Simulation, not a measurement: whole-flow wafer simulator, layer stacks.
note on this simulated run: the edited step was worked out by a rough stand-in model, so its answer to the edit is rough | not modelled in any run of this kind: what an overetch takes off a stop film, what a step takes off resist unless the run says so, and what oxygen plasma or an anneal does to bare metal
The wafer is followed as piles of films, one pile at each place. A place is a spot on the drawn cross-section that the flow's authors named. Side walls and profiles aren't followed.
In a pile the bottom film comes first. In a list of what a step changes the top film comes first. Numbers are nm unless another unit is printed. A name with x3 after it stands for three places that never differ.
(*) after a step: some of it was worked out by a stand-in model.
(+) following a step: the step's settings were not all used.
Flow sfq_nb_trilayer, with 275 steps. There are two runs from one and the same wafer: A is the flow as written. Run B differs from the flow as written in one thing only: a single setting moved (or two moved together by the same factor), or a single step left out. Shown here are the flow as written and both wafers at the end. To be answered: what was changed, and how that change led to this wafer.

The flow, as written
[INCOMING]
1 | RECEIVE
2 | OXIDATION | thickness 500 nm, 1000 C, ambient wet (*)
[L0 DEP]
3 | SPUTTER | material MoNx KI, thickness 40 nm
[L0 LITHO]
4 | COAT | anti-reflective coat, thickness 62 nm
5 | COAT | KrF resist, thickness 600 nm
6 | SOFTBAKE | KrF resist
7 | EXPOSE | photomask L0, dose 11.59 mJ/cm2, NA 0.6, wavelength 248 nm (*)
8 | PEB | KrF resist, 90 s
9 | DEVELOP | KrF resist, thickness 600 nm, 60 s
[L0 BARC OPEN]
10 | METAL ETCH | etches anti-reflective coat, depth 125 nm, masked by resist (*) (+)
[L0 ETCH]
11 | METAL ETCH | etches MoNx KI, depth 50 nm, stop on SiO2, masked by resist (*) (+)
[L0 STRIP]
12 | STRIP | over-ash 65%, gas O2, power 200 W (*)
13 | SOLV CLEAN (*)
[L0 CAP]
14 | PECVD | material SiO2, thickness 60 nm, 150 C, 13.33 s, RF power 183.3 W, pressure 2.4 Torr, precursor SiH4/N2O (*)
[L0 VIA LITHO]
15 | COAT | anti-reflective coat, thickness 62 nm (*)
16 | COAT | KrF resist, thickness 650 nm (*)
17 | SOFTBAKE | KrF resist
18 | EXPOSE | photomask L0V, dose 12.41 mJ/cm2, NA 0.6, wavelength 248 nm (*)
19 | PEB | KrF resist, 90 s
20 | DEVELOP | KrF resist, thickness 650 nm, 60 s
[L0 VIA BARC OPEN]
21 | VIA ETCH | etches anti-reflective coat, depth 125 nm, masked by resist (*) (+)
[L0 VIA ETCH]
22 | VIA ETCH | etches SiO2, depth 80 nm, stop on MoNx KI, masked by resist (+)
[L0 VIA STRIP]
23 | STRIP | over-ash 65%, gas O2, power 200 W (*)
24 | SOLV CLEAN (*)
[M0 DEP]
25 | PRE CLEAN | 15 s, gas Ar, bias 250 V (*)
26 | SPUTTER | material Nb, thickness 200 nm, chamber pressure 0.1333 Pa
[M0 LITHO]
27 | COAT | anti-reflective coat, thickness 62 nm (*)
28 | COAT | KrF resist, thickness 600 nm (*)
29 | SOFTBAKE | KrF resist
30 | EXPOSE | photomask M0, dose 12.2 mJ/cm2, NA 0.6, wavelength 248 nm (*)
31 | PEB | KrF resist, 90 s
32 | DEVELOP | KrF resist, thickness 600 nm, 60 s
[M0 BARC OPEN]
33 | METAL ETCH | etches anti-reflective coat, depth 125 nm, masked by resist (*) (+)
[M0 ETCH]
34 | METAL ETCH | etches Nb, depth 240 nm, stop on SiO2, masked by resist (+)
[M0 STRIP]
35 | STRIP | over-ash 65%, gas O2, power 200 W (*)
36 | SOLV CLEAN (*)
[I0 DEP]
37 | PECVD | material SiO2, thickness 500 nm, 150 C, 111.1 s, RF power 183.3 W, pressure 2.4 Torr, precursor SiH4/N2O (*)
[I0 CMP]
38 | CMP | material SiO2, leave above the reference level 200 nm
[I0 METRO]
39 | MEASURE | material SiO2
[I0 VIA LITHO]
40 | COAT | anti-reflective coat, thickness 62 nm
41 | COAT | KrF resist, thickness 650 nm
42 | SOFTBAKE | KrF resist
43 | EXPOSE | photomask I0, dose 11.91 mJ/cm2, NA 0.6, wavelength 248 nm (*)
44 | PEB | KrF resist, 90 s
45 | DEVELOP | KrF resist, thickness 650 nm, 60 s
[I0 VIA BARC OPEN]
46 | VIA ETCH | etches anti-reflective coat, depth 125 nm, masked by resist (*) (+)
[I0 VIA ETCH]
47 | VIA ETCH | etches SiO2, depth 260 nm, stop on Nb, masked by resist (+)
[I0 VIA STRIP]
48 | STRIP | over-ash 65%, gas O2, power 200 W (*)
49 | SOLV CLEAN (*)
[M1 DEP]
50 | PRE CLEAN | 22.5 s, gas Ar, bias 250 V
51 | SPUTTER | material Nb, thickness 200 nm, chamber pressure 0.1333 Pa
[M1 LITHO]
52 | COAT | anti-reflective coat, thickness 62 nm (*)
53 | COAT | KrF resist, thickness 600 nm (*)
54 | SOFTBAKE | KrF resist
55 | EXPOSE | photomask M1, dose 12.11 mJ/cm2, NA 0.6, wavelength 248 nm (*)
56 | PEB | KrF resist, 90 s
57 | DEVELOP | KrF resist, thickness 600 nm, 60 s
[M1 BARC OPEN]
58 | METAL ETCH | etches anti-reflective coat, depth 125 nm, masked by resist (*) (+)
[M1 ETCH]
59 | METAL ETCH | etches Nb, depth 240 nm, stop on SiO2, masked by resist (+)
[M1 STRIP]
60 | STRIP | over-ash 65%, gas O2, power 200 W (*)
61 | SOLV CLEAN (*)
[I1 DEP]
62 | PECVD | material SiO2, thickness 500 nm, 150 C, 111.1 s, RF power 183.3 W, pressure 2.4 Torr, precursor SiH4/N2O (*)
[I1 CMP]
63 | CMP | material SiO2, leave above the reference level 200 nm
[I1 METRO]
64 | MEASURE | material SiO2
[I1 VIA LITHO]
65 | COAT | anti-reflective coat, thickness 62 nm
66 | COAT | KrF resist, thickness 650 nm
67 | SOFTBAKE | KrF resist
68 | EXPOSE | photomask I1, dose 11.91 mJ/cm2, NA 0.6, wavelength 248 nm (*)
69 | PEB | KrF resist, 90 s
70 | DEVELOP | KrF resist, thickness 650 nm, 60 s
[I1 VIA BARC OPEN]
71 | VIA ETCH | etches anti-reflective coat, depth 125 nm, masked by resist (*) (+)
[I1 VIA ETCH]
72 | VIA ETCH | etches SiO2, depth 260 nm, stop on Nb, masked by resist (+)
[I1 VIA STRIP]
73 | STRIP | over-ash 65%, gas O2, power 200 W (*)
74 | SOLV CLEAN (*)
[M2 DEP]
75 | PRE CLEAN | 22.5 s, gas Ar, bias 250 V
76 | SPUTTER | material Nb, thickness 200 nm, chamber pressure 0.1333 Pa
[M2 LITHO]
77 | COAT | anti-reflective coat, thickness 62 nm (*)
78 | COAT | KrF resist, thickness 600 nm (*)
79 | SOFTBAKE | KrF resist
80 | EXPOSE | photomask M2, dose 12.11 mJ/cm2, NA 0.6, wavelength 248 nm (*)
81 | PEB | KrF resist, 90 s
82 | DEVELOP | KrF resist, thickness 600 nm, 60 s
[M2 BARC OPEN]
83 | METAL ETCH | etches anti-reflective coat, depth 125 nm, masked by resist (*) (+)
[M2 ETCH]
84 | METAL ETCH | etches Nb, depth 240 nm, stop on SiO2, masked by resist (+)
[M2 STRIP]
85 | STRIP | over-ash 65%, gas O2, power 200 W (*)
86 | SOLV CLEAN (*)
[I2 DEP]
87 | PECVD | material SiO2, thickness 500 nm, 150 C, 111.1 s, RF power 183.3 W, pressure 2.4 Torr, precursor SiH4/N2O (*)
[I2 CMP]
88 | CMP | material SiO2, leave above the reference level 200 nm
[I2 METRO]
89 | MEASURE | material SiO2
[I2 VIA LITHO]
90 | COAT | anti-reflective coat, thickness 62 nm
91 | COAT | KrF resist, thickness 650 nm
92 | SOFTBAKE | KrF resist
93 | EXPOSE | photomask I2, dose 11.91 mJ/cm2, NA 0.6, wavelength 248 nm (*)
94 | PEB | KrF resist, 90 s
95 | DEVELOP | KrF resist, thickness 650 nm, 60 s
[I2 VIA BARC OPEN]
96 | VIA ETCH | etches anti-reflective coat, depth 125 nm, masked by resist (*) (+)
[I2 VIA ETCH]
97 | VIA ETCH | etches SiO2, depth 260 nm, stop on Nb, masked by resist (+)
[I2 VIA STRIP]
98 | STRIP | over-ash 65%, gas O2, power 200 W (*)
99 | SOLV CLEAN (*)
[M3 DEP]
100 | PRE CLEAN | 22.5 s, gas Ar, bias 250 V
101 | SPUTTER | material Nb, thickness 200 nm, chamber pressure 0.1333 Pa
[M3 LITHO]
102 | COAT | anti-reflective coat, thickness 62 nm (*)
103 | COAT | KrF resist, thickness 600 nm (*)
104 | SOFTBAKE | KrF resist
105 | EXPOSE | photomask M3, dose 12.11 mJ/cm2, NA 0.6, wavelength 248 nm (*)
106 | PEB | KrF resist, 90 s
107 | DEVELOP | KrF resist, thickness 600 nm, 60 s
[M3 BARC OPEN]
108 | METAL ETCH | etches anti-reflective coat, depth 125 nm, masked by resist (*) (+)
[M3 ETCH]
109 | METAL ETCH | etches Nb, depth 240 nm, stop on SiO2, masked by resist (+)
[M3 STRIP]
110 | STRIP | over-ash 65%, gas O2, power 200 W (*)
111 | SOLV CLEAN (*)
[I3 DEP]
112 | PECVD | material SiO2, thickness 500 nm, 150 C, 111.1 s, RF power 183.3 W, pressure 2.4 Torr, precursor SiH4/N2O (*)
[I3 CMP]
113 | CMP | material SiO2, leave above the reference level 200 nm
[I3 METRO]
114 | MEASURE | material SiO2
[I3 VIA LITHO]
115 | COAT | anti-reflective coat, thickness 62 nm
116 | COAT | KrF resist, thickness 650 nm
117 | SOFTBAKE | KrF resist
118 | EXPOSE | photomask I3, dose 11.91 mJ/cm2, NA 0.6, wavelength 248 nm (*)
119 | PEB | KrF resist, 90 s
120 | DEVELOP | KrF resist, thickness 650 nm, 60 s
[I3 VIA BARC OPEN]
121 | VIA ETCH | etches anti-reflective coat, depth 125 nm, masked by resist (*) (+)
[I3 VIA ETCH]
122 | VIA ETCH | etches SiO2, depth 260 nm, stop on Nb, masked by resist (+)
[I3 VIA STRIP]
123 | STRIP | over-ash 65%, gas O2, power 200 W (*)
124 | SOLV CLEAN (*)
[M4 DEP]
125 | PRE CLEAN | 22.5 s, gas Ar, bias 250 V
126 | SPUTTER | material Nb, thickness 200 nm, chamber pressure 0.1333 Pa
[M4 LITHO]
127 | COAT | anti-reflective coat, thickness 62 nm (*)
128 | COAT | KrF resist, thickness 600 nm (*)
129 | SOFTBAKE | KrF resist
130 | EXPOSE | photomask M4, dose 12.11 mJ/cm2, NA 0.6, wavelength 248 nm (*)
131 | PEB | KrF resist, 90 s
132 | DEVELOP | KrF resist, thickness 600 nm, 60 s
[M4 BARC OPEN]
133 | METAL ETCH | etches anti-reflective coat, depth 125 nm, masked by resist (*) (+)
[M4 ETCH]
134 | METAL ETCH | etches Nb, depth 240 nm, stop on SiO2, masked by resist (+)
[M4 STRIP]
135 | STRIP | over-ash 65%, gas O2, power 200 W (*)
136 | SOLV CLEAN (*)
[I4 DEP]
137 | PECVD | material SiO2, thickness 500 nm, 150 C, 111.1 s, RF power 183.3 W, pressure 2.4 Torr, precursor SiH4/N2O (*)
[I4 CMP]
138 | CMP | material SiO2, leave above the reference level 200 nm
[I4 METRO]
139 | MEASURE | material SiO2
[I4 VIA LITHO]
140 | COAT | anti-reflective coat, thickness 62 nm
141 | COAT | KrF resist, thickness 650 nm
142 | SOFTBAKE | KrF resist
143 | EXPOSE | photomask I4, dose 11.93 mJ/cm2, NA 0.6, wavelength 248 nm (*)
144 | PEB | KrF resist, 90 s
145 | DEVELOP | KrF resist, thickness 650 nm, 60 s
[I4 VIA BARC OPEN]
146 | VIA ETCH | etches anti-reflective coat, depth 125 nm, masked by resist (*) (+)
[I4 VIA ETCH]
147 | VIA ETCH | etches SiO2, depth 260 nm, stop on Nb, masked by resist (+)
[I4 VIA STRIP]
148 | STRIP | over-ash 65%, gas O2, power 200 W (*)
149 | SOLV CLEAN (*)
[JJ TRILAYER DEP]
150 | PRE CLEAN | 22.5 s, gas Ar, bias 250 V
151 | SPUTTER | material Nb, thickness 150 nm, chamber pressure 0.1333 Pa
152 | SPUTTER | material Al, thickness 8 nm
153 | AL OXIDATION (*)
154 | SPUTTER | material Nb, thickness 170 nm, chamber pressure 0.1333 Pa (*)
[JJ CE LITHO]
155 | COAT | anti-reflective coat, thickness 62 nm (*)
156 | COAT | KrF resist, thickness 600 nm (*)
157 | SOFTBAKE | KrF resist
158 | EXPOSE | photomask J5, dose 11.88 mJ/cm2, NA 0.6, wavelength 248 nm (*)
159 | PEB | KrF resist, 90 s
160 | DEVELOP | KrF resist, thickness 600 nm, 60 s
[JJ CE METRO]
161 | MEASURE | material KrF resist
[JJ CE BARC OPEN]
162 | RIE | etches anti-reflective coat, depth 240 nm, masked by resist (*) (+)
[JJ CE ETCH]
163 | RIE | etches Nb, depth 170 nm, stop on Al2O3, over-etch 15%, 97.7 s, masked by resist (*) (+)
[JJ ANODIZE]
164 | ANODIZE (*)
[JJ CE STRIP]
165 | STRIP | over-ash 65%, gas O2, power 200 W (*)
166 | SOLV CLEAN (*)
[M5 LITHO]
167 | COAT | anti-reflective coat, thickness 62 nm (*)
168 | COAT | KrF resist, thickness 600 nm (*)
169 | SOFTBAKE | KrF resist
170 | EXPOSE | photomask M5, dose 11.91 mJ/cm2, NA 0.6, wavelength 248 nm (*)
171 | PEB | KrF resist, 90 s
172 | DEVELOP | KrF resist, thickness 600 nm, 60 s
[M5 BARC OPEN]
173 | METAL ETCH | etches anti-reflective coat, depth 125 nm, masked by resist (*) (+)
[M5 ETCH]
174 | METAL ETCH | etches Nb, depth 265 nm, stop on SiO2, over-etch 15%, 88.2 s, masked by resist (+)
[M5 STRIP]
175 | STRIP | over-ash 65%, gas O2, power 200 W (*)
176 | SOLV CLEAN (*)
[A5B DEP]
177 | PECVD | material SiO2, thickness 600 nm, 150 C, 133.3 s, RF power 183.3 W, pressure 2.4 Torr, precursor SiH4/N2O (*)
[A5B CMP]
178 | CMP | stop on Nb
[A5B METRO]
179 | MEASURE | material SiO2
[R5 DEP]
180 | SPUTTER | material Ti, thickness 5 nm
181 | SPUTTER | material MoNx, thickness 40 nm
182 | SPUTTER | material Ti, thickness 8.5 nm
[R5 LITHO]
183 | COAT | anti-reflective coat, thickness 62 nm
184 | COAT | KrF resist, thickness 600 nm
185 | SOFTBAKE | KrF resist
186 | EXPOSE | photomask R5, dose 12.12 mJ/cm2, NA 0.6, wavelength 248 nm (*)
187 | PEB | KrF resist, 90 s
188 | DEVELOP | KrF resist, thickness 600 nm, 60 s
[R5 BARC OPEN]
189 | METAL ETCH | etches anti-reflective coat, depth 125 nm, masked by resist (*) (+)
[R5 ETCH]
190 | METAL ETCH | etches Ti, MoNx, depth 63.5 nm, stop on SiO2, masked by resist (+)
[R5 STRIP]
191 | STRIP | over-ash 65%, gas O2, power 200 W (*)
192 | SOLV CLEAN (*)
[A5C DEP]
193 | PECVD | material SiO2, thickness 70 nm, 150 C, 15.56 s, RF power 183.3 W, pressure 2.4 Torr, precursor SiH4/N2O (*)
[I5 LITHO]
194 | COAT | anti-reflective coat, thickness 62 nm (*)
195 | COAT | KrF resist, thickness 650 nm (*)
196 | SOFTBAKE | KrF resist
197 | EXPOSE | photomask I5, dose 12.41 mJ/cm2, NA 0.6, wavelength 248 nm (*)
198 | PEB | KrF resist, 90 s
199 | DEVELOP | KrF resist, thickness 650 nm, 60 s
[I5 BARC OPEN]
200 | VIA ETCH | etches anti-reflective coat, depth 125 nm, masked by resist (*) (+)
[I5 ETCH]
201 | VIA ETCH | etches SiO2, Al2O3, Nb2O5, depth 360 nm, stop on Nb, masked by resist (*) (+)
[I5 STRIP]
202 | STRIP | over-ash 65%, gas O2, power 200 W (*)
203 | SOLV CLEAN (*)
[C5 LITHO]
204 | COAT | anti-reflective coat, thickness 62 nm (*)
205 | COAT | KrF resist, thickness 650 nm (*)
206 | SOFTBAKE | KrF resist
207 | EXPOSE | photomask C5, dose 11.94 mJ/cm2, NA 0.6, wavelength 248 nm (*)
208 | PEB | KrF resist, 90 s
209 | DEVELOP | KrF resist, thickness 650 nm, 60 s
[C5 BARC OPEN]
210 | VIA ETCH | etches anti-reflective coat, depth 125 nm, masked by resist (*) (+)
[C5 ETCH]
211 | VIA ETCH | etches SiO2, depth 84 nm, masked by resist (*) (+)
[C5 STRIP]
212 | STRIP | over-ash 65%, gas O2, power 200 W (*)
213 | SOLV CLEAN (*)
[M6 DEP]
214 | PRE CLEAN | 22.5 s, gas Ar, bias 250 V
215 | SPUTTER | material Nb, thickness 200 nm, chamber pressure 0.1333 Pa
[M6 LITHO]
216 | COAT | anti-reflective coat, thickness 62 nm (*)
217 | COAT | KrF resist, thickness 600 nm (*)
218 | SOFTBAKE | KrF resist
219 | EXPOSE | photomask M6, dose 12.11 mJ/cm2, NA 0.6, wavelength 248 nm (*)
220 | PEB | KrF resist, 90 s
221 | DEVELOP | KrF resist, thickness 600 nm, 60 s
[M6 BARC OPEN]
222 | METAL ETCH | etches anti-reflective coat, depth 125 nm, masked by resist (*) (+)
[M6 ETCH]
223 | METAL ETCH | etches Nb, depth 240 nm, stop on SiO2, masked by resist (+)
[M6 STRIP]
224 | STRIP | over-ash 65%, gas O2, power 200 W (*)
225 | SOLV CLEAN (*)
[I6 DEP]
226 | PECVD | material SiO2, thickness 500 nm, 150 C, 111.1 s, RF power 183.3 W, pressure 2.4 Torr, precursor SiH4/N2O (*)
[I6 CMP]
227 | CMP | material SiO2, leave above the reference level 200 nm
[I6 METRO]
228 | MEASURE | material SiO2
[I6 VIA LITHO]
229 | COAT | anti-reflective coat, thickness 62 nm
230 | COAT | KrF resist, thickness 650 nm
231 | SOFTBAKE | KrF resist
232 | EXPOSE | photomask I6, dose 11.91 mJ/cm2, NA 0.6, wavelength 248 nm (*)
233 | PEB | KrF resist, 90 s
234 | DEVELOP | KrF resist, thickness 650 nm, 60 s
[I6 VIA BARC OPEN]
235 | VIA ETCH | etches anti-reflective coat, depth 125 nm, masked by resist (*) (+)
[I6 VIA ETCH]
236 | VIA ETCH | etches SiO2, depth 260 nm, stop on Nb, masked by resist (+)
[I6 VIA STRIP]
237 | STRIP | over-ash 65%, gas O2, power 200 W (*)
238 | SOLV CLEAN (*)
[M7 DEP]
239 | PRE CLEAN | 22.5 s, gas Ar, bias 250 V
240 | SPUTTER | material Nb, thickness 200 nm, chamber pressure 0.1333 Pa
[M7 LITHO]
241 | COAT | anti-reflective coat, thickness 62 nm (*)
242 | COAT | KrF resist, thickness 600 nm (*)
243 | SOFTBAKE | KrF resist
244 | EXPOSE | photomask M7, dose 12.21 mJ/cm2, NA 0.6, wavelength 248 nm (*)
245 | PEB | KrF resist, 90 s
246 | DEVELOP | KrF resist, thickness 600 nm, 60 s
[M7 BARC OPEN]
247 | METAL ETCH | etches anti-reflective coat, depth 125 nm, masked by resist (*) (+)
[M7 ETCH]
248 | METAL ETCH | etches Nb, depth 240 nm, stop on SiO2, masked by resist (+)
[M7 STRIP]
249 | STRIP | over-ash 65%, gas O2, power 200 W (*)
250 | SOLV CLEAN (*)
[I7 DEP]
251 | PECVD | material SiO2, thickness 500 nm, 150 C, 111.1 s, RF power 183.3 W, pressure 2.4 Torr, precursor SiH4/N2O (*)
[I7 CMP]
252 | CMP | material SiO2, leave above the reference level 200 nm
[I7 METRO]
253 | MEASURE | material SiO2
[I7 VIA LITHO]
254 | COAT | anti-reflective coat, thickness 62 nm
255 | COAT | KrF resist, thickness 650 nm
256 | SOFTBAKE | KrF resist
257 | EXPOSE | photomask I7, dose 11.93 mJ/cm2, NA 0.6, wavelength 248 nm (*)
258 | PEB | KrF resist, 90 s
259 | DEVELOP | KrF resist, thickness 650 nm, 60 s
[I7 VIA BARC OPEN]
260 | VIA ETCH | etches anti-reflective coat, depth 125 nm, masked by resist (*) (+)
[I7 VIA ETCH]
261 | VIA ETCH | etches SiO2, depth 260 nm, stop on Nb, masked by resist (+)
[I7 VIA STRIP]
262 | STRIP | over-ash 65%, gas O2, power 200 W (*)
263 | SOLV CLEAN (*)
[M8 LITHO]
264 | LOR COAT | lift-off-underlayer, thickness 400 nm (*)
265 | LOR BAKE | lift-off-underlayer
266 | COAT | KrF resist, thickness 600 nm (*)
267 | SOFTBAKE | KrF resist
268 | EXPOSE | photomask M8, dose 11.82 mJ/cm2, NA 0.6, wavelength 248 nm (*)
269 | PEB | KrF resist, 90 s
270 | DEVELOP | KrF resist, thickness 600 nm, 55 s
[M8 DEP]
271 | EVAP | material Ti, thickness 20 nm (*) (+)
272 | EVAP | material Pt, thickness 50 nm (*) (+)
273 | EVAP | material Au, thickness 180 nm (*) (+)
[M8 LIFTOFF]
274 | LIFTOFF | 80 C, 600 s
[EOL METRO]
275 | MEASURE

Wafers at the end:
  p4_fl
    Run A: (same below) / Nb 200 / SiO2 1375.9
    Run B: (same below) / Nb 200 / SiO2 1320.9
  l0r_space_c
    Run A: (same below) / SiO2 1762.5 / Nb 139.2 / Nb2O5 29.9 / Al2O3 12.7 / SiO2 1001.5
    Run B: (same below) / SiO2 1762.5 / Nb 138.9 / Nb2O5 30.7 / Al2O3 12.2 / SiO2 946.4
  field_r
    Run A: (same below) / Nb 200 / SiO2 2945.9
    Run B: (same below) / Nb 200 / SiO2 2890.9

The reason: step 154, SPUTTER: thickness 115 nm was run, while the flow as written has thickness 170 nm.

The path from the change to this, step by step:
  154 | SPUTTER | material Nb, thickness 170 nm, chamber pressure 0.1333 Pa (*)
      field_l, v_sur, via_sp and 100 more: A +170 Nb (new film) | B +115 Nb (new film)
      via_wl, via_wr: A +140.7 Nb (new film) | B +95 Nb (new film)
      (as well as at 1 more place)
  155 | COAT | anti-reflective coat, thickness 62 nm (*)
      via_wl, via_wr: A +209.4 anti-reflective coat (new film) | B +195.7 anti-reflective coat (new film)
      via_w: A +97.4 anti-reflective coat (new film) | B +93.2 anti-reflective coat (new film)
  162 | RIE | etches anti-reflective coat, depth 240 nm, masked by resist (*) (+)
      ce_l, c5j, ce_r, wl_jj: A -209.4 KrF resist | B -195.7 KrF resist
      via_wl, via_wr: A -209.4 anti-reflective coat (all of it) | B -195.7 anti-reflective coat (all of it)
      (as well as at 1 more place)
  163 | RIE | etches Nb, depth 170 nm, stop on Al2O3, over-etch 15%, 97.7 s, masked by resist (*) (+)
      field_l, v_sur, via_sp and 96 more: A -170 Nb (all of it), -0.51 Al2O3 | B -115 Nb (all of it), -0.96 Al2O3 (all of it)
      via_wl, via_wr: A -140.7 Nb (all of it), -0.96 Al2O3 (all of it) | B -95 Nb (all of it), -0.96 Al2O3 (all of it)
      (as well as at 1 more place)
  164 | ANODIZE (*)
      field_l, v_sur, via_sp and 96 more: A +12.2 Al2O3, +29.9 Nb2O5 (new film), -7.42 Al (all of it), -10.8 Nb | B +12.2 Al2O3 (new film), +30.7 Nb2O5 (new film), -7.42 Al (all of it), -11.1 Nb
  165 | STRIP | over-ash 65%, gas O2, power 200 W (*)
      ce_l: A -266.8 KrF resist (all of it), -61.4 anti-reflective coat (all of it) | B -280.5 KrF resist (all of it), -61.4 anti-reflective coat (all of it)
      c5j: A -266.9 KrF resist (all of it), -61.5 anti-reflective coat (all of it) | B -280.6 KrF resist (all of it), -61.5 anti-reflective coat (all of it)
      (as well as at 2 more places)
  167 | COAT | anti-reflective coat, thickness 62 nm (*)
      wl_j_sl, wl_j_sr: A +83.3 anti-reflective coat (new film) | B +76.2 anti-reflective coat (new film)
      gap: A +58.9 anti-reflective coat (new film) | B +60.6 anti-reflective coat (new film)
      (as well as at 8 more places)
  168 | COAT | KrF resist, thickness 600 nm (*)
      ce_l: A +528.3 KrF resist (new film) | B +560.7 KrF resist (new film)
      c5j: A +507.6 KrF resist (new film) | B +542.7 KrF resist (new film)
      (as well as at 2 more places)
  173 | METAL ETCH | etches anti-reflective coat, depth 125 nm, masked by resist (*) (+)
      wl_a_sl: A -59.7 anti-reflective coat (all of it), -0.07 Al2O3 | B -61.3 anti-reflective coat (all of it)
  174 | METAL ETCH | etches Nb, depth 265 nm, stop on SiO2, over-etch 15%, 88.2 s, masked by resist (+)
      field_l, r_sur, res and 50 more: A -12.6 Al2O3 (all of it), -29.9 Nb2O5 (all of it), -139.2 Nb (all of it), -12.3 SiO2 | B -12.2 Al2O3 (all of it), -30.7 Nb2O5 (all of it), -138.9 Nb (all of it), -12.3 SiO2
  175 | STRIP | over-ash 65%, gas O2, power 200 W (*)
      wl_j_sl, wl_j_sr: A -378 KrF resist (all of it), -83.3 anti-reflective coat (all of it) | B -373.3 KrF resist (all of it), -76.2 anti-reflective coat (all of it)
      gap: A -383.4 KrF resist (all of it), -58.9 anti-reflective coat (all of it) | B -377 KrF resist (all of it), -60.6 anti-reflective coat (all of it)
      (as well as at 7 more places)
  178 | CMP | stop on Nb
      v_sur, via_sp, via_v and 43 more: A -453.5 SiO2 | B -508.6 SiO2
      field_l, p4_fl, p4_fm and 39 more: A -259.3 SiO2 | B -314.3 SiO2
      (as well as at 14 more places)
  201 | VIA ETCH | etches SiO2, Al2O3, Nb2O5, depth 360 nm, stop on Nb, masked by resist (*) (+)
      be: A -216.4 SiO2 (all of it), -12.7 Al2O3 (all of it), -29.9 Nb2O5 (all of it) | B -161.3 SiO2 (all of it), -12.2 Al2O3 (all of it), -30.7 Nb2O5 (all of it)
  204 | COAT | anti-reflective coat, thickness 62 nm (*)
      wire: A +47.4 anti-reflective coat (new film) | B +49 anti-reflective coat (new film)
      be: A +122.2 anti-reflective coat (new film) | B +114 anti-reflective coat (new film)
      (as well as at 1 more place)
  205 | COAT | KrF resist, thickness 650 nm (*)
      be: A +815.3 KrF resist (new film) | B +776.2 KrF resist (new film)
  212 | STRIP | over-ash 65%, gas O2, power 200 W (*)
      wire: A -555.8 KrF resist (all of it), -47.4 anti-reflective coat (all of it) | B -558.9 KrF resist (all of it), -49 anti-reflective coat (all of it)
      be: A -728.2 KrF resist (all of it), -122.2 anti-reflective coat (all of it) | B -689.1 KrF resist (all of it), -114 anti-reflective coat (all of it)
      (as well as at 1 more place)
  ... 4 further steps ...
  226 | PECVD | material SiO2, thickness 500 nm, 150 C, 111.1 s, RF power 183.3 W, pressure 2.4 Torr, precursor SiH4/N2O (*)
      be: A +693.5 SiO2 (new film) | B +626.1 SiO2 (new film)
